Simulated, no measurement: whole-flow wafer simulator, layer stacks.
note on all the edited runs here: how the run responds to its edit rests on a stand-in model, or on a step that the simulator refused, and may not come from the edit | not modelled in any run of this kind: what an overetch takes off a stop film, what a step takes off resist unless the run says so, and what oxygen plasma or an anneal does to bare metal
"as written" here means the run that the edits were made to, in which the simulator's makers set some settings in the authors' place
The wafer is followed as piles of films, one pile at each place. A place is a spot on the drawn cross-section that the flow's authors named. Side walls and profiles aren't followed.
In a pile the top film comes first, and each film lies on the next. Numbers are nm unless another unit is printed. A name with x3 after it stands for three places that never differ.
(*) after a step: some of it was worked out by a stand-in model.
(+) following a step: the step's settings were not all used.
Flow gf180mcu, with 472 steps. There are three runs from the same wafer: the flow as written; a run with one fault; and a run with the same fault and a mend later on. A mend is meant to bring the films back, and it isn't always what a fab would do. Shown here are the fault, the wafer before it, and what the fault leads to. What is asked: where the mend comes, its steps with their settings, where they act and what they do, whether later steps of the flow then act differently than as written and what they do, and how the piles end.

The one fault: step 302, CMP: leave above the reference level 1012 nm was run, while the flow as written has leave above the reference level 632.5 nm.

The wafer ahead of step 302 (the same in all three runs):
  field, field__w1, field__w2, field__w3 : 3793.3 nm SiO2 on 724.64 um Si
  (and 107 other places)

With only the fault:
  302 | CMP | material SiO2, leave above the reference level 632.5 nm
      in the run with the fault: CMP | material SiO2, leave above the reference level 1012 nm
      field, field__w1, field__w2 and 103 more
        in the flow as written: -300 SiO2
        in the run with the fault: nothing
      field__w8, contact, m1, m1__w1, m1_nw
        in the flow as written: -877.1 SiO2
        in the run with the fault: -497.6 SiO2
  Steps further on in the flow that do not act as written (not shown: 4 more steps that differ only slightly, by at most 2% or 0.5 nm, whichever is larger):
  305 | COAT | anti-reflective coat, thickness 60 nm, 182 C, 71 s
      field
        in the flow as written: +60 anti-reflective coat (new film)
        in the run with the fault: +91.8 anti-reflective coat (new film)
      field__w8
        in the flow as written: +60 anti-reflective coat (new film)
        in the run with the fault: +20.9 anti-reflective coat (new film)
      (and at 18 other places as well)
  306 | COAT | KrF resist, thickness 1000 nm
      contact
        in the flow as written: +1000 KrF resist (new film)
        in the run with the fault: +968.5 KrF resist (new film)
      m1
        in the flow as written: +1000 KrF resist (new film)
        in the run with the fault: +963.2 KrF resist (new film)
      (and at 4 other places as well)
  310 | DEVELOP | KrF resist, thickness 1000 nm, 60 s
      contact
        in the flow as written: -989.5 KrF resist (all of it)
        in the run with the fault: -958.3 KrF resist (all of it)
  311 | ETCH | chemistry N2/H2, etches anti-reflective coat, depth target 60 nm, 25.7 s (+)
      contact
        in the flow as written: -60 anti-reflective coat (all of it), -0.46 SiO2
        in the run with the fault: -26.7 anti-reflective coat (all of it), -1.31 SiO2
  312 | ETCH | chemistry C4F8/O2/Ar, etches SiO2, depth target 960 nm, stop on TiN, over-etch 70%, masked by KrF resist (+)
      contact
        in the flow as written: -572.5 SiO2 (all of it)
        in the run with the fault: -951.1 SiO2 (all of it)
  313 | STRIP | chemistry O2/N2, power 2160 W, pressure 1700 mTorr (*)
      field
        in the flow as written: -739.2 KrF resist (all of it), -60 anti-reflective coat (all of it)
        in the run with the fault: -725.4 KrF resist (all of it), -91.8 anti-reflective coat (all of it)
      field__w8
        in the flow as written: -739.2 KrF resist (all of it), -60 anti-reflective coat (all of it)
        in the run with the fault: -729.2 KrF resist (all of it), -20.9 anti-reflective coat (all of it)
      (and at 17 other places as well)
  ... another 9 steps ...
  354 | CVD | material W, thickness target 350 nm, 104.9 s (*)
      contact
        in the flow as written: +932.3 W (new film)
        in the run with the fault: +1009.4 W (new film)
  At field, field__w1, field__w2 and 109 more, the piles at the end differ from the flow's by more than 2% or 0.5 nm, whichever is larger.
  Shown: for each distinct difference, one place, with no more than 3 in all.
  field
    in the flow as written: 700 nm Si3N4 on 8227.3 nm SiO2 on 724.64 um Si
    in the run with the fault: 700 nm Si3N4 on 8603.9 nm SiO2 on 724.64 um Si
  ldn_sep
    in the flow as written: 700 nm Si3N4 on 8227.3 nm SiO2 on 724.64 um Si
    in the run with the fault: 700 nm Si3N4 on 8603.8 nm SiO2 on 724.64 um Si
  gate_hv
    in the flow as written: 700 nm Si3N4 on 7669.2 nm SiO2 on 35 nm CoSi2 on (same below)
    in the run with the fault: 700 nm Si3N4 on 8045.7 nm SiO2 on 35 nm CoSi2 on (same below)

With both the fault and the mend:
  The mend follows step 310.
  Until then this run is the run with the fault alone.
  310a | STRIP | chemistry O2/N2, power 2160 W, pressure 1700 mTorr (*)
      iso_ptap_pw, iso_ntap_nw, iso_nw_fld and 33 more
        -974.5 KrF resist (all of it), -60 anti-reflective coat (all of it)
      field_sub, field_sub__w1, field_sub__w2 and 10 more
        -975.3 KrF resist (all of it), -60.2 anti-reflective coat (all of it)
      p_well, sti, spacer, sd_n, mim_1p0, pad, dice_street
        -974.6 KrF resist (all of it), -60.7 anti-reflective coat (all of it)
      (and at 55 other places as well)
  310b | CMP | material SiO2, leave above the reference level 632.5 nm (the flow's step 302, run once more)
      field, field__w1, field__w2 and 103 more
        -300 SiO2
      field__w8, contact, m1, m1__w1, m1_nw
        -379.5 SiO2
  310c | HMDS | 120 C, 60 s (the flow's step 304, run once more)
      leaves every film unchanged at each place that is followed
  310d | COAT | anti-reflective coat, thickness 60 nm, 182 C, 71 s (the flow's step 305, run once more)
      field, field__w1, field__w2 and 108 more
        +60 anti-reflective coat (new film)
  310e | COAT | KrF resist, thickness 1000 nm (the flow's step 306, run once more)
      field, field__w1, field__w2 and 108 more
        +1000 KrF resist (new film)
  310f | SOFTBAKE | KrF resist (the flow's step 307, run once more)
      leaves every film unchanged at each place that is followed
  310g | EXPOSE | photomask Via2 (the flow's step 308, run once more)
      leaves every film unchanged at each place that is followed
  310h | PEB | KrF resist, 135 C, 90 s (the flow's step 309, run once more)
      field, field__w1, field__w2 and 108 more
        -10.5 KrF resist
  310i | DEVELOP | KrF resist, thickness 1000 nm, 60 s (the flow's step 310, run once more)
      field, field__w1, field__w2 and 107 more
        -14.9 KrF resist
      contact
        -989.5 KrF resist (all of it)
  Later steps of the flow that are run all act as written at every place that is followed.
  The piles end the same as the flow's at every place that both follow.
